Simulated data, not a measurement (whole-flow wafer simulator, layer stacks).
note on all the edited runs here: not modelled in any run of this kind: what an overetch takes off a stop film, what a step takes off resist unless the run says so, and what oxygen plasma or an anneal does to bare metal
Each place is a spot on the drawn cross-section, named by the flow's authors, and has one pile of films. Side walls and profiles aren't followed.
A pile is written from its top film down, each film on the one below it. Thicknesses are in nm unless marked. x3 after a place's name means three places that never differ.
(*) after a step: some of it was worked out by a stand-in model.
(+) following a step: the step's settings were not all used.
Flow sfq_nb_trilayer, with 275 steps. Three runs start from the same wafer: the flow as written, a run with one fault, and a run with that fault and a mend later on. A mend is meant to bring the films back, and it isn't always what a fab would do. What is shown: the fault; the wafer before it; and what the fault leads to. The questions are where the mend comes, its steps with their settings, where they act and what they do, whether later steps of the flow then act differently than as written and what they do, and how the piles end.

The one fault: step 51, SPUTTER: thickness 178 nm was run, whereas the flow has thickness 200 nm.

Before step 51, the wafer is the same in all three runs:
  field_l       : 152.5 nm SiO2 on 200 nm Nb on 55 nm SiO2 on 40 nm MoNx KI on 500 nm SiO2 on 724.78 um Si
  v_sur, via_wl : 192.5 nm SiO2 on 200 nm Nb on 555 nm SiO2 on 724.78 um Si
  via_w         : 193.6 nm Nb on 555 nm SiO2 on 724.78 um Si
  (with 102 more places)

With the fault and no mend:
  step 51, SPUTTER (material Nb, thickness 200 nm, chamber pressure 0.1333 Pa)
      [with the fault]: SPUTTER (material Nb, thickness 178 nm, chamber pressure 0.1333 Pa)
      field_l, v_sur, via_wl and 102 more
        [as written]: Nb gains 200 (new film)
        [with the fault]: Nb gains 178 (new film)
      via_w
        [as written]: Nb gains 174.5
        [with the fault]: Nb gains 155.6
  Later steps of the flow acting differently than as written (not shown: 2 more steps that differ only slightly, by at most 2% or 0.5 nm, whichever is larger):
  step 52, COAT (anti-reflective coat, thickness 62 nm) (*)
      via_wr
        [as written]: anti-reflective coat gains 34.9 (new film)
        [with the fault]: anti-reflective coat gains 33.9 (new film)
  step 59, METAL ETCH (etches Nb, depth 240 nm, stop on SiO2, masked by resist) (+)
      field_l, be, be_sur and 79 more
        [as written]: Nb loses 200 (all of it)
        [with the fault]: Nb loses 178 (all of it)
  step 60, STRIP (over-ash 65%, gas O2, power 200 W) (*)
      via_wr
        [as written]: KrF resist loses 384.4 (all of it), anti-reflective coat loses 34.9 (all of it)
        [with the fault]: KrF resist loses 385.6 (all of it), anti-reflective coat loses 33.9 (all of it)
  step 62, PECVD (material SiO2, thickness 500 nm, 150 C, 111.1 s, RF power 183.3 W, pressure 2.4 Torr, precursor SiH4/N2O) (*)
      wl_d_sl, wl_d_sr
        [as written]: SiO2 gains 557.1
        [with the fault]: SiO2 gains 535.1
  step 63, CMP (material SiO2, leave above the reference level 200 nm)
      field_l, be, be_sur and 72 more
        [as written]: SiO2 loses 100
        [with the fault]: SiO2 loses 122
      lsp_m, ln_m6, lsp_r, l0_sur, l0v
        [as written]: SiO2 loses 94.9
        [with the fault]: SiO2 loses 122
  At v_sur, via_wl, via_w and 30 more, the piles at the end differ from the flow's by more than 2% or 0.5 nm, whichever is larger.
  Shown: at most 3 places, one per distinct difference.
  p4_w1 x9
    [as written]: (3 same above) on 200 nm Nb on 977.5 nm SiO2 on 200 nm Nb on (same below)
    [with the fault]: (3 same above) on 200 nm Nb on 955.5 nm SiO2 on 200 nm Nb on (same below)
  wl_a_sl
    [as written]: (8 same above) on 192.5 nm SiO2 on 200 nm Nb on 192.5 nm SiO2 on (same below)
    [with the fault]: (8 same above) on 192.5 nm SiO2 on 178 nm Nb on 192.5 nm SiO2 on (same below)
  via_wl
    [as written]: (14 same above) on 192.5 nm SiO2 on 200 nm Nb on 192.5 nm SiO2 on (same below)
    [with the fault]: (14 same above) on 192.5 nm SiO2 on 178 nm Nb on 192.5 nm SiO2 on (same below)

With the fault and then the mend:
  After step 57 comes the mend.
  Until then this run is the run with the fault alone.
  step 57a, STRIP (over-ash 65%, gas O2, power 200 W) (*)
      p4_fl x3, p4_w1 x9, p4_g1 x2 and 47 more
        anti-reflective coat loses 62 (all of it)
      wl_j_sl, wl_jj, wl_j_sr and 13 more
        KrF resist loses 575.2 (all of it), anti-reflective coat loses 62 (all of it)
      r_sur, res, r_end and 8 more
        anti-reflective coat loses 61.8 (all of it)
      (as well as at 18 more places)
  step 57b, SPUTTER (material Nb, thickness 22 nm, chamber pressure 0.1333 Pa) (the flow's step 51 again, with other settings)
      field_l, v_sur, via_wl and 102 more
        Nb gains 22
      via_w
        Nb gains 17
  step 57c, COAT (anti-reflective coat, thickness 62 nm) (*) (the flow's step 52 again)
      p4_fl x3, p4_w1 x9, p4_g1 x2 and 63 more
        anti-reflective coat gains 62 (new film)
      r_sur, res, r_end and 9 more
        anti-reflective coat gains 61.8 (new film)
      jj_sur, ce_l, c5j, ce_r, sp_r, be_r
        anti-reflective coat gains 61.7 (new film)
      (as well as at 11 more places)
  step 57d, COAT (KrF resist, thickness 600 nm) (*) (the flow's step 53 again)
      p4_fl x3, p4_w1 x9, p4_g1 x2 and 63 more
        KrF resist gains 600 (new film)
      res, r_end, moat, field_r, l0_sur
        KrF resist gains 599.4 (new film)
      lsp_l, ln_m5, lsp_m, ln_m6, lsp_r
        KrF resist gains 599.5 (new film)
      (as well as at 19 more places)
  step 57e, SOFTBAKE (KrF resist) (the flow's step 54 again)
      does not change any film at any place that is followed
  step 57f, EXPOSE (photomask M1, dose 12.11 mJ/cm2, NA 0.6, wavelength 248 nm) (*) (the flow's step 55 again)
      does not change any film at any place that is followed
  step 57g, PEB (KrF resist, 90 s) (the flow's step 56 again)
      wire, be, be_sur and 96 more
        KrF resist loses 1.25
      field_l, via_v
        KrF resist loses 1.24
      via_wl, via_wr
        KrF resist loses 1.26
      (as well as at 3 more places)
  step 57h, DEVELOP (KrF resist, thickness 600 nm, 60 s) (the flow's step 57 again)
      p4_fl x3, p4_w1 x9, p4_g1 x2 and 47 more
        KrF resist loses 598.7 (all of it)
      v_sur, via_wl, via_w and 21 more
        KrF resist loses 23.5
      moat, field_r, lsp_l, lsp_m, ln_m6, lsp_r, l0_sur
        KrF resist loses 598.2 (all of it)
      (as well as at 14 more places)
  Every later step of the flow that is run acts as written, at every place that is followed, to within 2% or 0.5 nm, whichever is larger.
  At the end the piles are close to the flow's at the places that both follow, differing by at most 2% or 0.5 nm, whichever is larger.
